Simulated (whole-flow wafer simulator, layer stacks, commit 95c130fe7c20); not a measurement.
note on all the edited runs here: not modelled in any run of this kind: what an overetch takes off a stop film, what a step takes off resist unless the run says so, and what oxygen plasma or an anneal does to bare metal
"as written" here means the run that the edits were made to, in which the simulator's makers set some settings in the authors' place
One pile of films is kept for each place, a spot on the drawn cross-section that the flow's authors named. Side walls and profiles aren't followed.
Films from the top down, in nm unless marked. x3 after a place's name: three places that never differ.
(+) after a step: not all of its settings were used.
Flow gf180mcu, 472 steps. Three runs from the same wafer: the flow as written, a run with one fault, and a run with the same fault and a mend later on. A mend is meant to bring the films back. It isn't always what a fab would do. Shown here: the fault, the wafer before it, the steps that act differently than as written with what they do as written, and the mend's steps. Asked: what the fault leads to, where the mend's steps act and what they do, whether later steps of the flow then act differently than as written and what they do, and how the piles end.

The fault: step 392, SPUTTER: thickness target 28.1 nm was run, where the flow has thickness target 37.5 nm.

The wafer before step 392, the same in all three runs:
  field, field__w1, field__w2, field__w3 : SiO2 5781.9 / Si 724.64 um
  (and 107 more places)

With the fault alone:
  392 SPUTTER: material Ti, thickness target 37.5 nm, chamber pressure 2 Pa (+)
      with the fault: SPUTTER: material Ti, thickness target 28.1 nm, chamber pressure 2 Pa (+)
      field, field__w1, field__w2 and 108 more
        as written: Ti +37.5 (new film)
        with the fault: Ti +28.1 (new film)
  Later steps of the flow that act differently than as written (1 more step differs only slightly, by at most 2% or 0.5 nm, whichever is larger, and isn't shown):
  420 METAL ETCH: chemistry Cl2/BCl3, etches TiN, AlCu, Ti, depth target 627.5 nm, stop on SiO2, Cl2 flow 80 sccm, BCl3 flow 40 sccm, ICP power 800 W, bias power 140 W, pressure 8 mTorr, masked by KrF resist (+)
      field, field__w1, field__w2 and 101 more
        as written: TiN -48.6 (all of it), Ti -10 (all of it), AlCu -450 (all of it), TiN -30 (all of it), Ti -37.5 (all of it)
        with the fault: TiN -48.6 (all of it), Ti -10 (all of it), AlCu -450 (all of it), TiN -30 (all of it), Ti -28.1 (all of it)
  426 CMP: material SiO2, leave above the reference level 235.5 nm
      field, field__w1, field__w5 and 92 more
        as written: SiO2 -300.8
        with the fault: SiO2 -310.2
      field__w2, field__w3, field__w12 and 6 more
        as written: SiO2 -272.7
        with the fault: SiO2 -282.5
  At the end the piles differ from the flow's by more than 2% or 0.5 nm, whichever is larger, at field__w4, field__w8, contact, m1, m1__w1, mim, mim_1p0, m1_nw.
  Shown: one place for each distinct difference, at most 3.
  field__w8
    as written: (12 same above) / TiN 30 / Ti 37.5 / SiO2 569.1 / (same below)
    with the fault: (12 same above) / TiN 30 / Ti 28.1 / SiO2 569.1 / (same below)
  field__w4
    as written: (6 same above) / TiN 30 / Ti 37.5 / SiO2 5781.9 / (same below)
    with the fault: (6 same above) / TiN 30 / Ti 28.1 / SiO2 5781.9 / (same below)
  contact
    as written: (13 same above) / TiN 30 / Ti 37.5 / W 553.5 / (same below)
    with the fault: (13 same above) / TiN 30 / Ti 28.1 / W 553.5 / (same below)

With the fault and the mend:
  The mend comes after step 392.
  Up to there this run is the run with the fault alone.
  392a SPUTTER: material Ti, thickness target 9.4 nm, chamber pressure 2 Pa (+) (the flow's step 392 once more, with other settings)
      field, field__w1, field__w2 and 108 more
        Ti +9.4
  No later step of the flow acts differently than as written at any place that is followed.
  At the end the piles are the same as the flow's at every place that both follow.
